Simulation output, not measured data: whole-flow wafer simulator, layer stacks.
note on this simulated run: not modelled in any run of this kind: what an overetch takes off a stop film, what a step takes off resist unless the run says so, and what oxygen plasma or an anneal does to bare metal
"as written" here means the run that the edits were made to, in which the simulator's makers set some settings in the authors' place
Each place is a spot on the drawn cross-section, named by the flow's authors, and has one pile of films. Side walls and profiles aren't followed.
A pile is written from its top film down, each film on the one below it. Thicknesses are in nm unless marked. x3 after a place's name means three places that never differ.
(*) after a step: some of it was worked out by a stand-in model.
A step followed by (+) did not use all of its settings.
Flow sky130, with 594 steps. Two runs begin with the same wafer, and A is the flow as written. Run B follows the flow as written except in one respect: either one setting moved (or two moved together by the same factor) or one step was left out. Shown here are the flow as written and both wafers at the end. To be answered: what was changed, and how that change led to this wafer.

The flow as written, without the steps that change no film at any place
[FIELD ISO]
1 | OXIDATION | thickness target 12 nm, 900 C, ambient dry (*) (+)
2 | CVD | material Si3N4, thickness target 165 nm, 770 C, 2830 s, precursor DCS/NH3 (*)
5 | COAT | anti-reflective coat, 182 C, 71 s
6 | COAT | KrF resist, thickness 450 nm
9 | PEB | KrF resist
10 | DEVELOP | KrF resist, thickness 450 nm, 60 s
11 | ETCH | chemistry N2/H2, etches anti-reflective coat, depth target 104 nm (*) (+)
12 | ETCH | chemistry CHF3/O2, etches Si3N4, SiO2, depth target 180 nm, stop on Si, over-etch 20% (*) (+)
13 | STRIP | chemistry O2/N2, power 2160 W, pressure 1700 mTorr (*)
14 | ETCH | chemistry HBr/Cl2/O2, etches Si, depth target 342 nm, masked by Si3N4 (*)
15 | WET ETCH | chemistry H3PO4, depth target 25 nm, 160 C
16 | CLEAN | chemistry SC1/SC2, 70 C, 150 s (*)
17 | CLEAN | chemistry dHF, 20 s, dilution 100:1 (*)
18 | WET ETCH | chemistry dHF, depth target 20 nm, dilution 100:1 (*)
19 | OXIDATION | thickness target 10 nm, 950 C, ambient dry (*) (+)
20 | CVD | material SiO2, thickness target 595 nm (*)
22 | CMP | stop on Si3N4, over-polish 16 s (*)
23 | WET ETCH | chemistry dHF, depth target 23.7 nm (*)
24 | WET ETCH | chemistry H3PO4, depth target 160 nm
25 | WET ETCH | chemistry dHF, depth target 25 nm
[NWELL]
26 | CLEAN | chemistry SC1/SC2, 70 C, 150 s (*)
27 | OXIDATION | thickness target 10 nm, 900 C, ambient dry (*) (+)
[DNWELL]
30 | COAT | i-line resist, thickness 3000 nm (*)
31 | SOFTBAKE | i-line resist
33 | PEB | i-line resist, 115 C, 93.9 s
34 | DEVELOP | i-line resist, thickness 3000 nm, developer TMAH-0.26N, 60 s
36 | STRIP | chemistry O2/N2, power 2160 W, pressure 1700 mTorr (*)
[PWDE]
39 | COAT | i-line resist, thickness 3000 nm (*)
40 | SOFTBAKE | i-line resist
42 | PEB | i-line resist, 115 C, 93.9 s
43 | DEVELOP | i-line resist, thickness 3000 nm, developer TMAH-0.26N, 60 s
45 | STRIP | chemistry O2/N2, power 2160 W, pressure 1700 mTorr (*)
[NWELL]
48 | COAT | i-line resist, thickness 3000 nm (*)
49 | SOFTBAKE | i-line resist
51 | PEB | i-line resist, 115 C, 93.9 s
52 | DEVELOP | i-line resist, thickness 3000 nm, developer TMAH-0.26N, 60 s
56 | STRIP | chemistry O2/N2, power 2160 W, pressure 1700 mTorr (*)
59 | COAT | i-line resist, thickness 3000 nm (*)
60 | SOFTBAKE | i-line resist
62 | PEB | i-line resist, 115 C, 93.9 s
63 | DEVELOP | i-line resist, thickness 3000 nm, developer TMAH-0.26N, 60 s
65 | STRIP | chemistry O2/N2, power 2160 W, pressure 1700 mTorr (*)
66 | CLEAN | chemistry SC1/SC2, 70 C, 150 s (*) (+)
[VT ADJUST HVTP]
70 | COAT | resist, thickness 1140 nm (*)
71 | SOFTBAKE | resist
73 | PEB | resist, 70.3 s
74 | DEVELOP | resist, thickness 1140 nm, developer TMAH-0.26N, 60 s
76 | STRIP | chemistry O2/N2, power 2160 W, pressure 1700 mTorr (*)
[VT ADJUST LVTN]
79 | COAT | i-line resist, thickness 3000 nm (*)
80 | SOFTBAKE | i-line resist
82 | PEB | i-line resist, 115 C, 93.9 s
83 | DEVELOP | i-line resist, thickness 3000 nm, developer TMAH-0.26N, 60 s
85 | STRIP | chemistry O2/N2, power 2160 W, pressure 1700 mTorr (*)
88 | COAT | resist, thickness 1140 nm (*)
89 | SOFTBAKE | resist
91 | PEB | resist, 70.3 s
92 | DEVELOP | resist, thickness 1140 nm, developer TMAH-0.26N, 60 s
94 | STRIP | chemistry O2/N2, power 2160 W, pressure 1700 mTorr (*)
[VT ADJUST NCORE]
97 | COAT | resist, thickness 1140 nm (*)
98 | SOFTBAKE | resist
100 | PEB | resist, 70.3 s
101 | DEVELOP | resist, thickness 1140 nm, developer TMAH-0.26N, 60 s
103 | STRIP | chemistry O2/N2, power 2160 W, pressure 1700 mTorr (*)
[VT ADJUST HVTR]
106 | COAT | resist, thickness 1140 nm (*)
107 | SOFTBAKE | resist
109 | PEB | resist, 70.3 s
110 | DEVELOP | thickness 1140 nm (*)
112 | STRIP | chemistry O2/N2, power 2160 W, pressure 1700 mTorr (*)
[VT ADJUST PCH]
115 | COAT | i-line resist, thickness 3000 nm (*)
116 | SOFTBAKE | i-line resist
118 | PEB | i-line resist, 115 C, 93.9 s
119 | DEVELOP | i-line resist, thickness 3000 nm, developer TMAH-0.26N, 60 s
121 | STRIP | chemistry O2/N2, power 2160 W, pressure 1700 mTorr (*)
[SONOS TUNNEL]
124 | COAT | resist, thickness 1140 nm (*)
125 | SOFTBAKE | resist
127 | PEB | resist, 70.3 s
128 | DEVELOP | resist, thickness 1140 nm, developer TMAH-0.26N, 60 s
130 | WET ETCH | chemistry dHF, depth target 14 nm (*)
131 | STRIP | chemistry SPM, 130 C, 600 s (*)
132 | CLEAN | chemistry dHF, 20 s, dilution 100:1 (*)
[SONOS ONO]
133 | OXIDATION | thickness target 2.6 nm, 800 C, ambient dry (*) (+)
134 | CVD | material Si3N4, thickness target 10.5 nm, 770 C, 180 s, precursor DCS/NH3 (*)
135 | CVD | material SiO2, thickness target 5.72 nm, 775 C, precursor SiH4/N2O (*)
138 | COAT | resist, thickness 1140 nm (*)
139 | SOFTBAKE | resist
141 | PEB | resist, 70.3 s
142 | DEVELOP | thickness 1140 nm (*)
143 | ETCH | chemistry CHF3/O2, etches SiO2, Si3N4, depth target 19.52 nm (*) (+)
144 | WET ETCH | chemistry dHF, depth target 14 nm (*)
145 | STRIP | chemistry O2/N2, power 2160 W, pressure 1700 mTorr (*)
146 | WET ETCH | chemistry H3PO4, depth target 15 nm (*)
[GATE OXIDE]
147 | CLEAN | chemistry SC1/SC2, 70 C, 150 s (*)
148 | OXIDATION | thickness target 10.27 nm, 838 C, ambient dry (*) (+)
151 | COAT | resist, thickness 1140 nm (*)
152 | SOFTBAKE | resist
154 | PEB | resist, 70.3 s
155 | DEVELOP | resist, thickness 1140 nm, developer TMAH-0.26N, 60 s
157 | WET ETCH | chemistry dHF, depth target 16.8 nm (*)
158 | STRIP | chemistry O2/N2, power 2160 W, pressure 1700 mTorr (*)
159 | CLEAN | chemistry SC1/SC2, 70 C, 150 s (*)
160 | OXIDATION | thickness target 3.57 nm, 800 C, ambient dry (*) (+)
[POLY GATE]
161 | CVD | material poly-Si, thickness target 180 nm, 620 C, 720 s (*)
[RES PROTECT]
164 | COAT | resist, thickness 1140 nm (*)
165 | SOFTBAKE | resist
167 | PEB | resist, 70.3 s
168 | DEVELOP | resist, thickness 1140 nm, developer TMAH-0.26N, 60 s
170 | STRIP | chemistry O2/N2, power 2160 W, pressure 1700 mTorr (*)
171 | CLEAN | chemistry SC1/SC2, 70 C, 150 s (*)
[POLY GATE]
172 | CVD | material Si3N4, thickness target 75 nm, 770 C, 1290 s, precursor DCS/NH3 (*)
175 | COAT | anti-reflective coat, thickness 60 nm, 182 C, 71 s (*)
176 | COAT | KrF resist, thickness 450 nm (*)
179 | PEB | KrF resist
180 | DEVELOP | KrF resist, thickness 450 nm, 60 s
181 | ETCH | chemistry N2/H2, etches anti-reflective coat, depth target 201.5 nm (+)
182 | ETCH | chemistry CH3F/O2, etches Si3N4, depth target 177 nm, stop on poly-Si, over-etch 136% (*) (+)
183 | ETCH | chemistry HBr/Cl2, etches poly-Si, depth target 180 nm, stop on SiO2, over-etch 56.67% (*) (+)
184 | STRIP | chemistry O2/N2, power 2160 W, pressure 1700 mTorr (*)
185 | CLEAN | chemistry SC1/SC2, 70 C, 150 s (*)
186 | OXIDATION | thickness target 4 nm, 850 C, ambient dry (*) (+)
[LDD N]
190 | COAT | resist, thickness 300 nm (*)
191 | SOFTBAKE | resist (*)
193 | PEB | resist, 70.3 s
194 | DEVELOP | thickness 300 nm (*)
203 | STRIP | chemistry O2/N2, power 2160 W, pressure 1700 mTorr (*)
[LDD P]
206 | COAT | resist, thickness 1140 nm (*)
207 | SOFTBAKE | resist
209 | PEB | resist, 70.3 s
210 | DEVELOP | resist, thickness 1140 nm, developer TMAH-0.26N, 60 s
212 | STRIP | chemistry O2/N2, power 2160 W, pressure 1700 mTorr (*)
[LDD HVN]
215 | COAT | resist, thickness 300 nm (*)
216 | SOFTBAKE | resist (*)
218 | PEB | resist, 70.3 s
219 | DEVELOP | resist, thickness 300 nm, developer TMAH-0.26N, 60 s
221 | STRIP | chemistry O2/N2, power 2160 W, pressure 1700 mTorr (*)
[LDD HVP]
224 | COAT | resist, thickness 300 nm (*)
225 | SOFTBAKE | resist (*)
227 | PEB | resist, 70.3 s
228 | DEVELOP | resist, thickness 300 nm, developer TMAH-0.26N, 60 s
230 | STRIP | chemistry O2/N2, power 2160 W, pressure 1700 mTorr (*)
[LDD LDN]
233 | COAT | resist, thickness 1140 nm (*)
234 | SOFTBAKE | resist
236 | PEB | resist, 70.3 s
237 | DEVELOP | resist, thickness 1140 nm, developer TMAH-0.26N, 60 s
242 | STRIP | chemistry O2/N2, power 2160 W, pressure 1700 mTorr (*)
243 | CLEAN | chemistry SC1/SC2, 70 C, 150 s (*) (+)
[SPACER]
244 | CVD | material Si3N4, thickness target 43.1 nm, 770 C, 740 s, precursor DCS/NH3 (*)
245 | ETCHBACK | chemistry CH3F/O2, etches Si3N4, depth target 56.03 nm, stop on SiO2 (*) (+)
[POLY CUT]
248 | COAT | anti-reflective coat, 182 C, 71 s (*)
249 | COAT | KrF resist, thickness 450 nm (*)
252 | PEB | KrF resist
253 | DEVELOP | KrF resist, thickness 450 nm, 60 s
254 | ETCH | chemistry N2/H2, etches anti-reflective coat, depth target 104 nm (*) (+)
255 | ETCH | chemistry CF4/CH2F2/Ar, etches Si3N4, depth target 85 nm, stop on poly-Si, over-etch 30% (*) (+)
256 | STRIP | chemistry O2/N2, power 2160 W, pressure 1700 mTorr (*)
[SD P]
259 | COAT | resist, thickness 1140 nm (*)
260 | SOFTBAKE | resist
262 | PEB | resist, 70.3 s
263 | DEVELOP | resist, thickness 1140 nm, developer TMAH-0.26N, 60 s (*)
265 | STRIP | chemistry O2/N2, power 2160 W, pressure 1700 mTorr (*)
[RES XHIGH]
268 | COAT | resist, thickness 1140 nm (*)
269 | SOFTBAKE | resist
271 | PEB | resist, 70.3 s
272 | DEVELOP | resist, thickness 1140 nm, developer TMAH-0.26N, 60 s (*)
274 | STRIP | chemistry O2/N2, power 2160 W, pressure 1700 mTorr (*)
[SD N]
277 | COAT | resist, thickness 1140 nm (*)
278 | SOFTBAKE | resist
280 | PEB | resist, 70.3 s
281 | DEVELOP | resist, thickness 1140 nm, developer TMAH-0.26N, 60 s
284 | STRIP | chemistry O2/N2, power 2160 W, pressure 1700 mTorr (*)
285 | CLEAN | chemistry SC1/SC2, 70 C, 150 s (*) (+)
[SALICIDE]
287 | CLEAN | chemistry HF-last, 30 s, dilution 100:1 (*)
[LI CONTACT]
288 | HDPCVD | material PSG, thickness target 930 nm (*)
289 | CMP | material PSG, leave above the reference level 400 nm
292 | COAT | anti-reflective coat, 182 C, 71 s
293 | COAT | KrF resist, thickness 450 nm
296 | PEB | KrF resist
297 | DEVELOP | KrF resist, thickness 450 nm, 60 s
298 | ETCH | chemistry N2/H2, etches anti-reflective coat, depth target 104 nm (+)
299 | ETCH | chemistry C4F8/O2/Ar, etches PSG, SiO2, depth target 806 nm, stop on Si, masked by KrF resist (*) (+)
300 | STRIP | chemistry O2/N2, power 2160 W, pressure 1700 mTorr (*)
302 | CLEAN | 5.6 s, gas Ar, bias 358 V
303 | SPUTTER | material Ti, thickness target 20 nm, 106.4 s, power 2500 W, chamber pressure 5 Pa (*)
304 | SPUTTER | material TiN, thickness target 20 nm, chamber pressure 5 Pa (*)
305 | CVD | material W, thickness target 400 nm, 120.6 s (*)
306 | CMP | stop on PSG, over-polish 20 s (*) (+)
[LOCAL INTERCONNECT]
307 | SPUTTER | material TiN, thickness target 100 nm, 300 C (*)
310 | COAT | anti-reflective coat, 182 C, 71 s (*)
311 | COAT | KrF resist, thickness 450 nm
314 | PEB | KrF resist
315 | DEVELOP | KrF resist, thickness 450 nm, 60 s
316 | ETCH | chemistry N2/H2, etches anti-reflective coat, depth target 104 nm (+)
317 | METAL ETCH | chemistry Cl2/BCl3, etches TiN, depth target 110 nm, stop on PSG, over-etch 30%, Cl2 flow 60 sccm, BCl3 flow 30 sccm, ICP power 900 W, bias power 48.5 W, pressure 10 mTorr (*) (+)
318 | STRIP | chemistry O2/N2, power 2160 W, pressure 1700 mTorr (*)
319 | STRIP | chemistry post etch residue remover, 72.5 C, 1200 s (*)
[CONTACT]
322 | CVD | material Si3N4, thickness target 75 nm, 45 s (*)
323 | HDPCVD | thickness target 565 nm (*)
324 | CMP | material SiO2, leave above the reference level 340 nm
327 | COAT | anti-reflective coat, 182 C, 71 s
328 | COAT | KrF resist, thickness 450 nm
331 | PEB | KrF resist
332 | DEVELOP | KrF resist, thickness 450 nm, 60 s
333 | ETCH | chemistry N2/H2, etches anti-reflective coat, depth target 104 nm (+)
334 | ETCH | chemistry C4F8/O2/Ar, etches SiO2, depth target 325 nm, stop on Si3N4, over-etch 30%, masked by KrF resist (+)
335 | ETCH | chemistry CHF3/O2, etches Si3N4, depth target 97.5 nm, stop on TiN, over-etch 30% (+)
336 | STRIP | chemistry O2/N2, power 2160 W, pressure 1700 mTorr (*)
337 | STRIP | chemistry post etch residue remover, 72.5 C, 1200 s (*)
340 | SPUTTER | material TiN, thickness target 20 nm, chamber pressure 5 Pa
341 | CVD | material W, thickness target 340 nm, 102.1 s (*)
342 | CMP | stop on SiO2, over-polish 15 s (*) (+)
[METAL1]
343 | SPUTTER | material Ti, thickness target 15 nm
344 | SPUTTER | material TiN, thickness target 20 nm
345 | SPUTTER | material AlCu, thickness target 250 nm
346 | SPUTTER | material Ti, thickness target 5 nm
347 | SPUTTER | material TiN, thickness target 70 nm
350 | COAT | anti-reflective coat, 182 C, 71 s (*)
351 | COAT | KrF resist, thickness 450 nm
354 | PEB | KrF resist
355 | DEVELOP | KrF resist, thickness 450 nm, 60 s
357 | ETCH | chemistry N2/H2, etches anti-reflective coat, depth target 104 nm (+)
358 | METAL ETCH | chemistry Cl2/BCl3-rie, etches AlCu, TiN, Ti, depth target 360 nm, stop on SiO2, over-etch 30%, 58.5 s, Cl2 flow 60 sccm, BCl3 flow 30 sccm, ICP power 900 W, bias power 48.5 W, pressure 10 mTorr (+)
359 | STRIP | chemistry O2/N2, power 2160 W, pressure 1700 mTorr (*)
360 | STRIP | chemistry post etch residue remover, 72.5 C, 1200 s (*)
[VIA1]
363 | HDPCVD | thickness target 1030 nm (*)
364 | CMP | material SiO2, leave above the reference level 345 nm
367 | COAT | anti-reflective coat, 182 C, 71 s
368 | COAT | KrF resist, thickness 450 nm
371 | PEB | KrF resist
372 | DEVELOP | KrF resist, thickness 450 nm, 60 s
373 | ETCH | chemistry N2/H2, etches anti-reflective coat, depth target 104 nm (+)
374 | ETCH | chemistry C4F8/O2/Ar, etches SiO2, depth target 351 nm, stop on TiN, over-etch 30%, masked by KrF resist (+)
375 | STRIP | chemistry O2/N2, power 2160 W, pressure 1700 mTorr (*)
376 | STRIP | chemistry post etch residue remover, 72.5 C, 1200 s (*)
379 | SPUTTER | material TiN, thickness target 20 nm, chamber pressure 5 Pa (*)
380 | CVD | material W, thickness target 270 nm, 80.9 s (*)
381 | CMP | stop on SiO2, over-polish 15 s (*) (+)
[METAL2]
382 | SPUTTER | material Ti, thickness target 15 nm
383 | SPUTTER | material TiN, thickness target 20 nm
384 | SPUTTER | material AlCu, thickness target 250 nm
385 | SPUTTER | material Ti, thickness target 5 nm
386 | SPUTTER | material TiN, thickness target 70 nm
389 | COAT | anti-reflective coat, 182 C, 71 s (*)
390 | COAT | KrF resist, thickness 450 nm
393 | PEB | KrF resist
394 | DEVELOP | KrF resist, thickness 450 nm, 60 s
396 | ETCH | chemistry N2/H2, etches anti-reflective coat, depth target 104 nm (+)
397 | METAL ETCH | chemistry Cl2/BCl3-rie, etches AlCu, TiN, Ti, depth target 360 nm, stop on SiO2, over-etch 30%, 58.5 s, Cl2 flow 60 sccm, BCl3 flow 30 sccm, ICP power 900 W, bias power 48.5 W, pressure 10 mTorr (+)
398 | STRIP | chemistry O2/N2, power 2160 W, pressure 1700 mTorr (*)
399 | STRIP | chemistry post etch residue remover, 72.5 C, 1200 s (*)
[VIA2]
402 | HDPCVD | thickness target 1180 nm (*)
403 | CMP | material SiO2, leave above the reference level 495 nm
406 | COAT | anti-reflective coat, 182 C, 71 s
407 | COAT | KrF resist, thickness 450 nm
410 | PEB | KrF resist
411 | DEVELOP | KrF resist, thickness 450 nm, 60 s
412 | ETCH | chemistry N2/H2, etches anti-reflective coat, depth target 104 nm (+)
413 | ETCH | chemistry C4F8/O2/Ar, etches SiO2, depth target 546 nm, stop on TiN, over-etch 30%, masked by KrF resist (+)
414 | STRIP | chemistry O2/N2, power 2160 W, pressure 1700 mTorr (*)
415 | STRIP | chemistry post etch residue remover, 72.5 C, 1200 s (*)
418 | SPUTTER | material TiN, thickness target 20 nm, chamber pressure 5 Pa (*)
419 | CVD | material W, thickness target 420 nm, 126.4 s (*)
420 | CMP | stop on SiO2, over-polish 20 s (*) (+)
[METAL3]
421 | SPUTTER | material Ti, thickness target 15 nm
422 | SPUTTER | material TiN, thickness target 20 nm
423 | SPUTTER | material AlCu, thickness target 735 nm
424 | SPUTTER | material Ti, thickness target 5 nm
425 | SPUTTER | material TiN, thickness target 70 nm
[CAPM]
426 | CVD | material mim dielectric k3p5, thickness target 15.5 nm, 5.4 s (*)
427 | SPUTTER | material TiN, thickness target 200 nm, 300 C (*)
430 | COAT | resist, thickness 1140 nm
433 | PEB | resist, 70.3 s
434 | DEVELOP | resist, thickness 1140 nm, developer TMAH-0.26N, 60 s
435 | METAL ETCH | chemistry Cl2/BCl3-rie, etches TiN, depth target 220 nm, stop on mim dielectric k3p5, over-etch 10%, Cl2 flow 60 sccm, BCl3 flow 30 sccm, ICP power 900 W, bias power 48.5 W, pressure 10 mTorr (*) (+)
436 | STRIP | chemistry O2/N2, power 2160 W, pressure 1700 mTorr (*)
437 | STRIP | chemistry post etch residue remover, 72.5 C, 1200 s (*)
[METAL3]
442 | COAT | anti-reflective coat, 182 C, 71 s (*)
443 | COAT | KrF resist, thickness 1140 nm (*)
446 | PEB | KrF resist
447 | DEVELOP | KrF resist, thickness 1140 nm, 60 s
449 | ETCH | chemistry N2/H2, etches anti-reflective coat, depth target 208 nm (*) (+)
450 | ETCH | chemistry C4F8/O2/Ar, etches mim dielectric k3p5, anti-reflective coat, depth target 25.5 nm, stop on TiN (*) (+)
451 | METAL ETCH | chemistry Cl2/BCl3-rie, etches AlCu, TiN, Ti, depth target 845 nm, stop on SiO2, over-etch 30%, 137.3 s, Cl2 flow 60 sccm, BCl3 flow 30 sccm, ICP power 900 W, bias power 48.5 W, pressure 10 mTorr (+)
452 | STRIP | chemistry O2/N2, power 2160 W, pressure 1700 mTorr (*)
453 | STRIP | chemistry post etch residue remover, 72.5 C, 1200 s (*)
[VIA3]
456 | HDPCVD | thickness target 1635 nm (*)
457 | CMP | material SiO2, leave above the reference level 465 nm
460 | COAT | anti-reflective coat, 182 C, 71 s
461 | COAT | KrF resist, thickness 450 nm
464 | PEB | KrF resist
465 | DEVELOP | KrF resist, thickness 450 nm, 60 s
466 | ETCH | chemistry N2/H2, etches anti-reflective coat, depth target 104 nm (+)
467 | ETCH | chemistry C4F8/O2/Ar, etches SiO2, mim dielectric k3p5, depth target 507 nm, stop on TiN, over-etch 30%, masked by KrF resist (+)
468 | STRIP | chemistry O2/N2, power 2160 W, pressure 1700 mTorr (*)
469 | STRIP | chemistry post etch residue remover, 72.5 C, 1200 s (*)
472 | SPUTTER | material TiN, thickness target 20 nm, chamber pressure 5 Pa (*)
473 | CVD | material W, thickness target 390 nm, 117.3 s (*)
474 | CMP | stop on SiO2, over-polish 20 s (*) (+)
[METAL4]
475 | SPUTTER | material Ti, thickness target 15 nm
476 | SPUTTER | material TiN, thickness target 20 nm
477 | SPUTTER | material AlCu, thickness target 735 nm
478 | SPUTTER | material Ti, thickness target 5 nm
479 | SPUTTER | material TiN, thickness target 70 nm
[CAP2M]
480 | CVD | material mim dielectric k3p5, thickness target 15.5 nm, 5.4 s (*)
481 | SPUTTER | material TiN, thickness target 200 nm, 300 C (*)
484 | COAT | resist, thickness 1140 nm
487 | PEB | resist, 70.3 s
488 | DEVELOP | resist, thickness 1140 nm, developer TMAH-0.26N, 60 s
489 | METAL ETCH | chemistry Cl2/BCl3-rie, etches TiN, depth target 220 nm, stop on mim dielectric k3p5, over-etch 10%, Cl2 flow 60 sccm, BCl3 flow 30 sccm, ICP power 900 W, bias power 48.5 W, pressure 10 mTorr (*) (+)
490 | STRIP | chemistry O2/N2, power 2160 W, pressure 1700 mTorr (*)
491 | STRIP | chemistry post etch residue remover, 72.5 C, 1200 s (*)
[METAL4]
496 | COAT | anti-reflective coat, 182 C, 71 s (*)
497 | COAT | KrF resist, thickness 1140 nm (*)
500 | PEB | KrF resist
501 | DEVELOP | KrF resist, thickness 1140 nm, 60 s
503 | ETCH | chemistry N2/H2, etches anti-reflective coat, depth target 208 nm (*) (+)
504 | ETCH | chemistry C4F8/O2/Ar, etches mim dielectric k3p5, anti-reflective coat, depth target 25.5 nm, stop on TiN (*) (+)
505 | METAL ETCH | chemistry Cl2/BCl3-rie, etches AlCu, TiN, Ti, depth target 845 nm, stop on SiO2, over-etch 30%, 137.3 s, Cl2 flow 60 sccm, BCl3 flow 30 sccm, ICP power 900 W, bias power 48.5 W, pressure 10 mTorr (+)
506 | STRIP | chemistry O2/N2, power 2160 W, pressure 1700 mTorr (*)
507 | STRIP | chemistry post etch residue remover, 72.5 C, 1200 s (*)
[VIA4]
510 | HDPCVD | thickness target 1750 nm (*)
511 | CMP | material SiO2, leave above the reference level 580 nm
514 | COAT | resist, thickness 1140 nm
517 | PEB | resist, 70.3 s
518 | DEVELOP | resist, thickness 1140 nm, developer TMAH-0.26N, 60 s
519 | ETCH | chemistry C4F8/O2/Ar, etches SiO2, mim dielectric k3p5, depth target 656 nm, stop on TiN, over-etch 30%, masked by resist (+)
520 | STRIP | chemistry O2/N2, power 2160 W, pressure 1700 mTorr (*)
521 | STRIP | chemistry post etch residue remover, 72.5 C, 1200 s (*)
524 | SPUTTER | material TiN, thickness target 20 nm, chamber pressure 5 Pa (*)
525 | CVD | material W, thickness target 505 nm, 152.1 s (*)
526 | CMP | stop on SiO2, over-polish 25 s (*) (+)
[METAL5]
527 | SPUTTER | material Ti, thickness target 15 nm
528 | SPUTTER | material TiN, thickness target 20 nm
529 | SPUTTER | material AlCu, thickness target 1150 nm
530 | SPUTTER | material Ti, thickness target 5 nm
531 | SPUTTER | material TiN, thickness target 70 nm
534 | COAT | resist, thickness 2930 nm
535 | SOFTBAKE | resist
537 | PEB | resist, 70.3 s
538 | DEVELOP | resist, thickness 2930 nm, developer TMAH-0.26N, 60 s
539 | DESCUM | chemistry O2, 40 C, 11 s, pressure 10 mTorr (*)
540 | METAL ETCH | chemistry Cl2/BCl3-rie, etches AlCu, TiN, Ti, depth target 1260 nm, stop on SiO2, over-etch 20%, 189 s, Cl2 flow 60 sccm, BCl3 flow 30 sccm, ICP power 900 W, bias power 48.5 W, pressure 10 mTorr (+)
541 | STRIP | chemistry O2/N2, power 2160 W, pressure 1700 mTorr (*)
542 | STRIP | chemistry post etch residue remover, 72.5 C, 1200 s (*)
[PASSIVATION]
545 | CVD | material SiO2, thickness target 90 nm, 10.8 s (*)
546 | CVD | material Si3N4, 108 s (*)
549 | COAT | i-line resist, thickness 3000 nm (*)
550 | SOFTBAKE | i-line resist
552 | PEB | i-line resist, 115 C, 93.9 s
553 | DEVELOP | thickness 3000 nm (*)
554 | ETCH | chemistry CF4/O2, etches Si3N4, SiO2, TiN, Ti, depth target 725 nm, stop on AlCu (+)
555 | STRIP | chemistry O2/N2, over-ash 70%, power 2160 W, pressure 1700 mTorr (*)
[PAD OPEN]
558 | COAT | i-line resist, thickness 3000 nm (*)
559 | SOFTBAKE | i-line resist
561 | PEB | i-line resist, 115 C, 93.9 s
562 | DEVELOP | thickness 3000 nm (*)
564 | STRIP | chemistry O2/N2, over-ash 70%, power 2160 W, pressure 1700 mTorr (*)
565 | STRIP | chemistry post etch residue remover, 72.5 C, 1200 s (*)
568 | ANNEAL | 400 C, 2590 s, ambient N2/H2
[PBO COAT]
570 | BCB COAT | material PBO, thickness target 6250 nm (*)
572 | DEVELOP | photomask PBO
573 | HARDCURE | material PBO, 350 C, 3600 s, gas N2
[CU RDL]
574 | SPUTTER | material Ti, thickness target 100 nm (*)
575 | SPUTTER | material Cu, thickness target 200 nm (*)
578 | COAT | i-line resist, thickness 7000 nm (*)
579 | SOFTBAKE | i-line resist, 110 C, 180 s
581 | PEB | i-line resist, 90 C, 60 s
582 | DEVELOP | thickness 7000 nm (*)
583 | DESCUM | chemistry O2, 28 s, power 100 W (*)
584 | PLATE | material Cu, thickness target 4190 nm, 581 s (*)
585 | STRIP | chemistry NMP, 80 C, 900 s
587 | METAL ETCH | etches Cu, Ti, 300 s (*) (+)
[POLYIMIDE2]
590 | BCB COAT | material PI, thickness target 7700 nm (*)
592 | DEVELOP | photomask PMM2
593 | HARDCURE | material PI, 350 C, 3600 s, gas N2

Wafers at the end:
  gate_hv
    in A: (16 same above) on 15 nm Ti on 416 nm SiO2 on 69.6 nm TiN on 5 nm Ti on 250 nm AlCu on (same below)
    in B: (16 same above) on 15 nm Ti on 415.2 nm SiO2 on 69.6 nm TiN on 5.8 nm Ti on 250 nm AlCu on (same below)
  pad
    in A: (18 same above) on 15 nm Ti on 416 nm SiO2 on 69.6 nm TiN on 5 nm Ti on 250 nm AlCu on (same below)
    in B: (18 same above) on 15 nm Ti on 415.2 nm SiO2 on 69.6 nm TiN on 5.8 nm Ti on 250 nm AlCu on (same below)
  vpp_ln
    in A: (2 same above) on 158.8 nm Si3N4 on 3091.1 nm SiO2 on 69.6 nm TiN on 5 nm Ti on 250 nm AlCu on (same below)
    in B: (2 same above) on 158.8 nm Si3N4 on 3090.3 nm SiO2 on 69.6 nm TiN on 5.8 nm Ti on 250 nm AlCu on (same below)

What caused this: step 385, SPUTTER: thickness target 5.8 nm was run, while the flow as written has thickness target 5 nm.
The wafer lets one read it off: gate_hv has Ti 5.8, and step 385 as written asks for 5 nm.

Step by step, how the change led to this:
  385 | SPUTTER | material Ti, thickness target 5 nm
      field, active, n_well and 188 more: A +5 Ti (new film) | B +5.8 Ti (new film)
  397 | METAL ETCH | chemistry Cl2/BCl3-rie, etches AlCu, TiN, Ti, depth target 360 nm, stop on SiO2, over-etch 30%, 58.5 s, Cl2 flow 60 sccm, BCl3 flow 30 sccm, ICP power 900 W, bias power 48.5 W, pressure 10 mTorr (+)
      field, active, gate and 82 more: A -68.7 TiN (all of it), -5 Ti (all of it), -250 AlCu (all of it), -20 TiN (all of it), -15 Ti (all of it), -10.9 SiO2 | B -68.7 TiN (all of it), -5.8 Ti (all of it), -250 AlCu (all of it), -20 TiN (all of it), -15 Ti (all of it), -10.9 SiO2
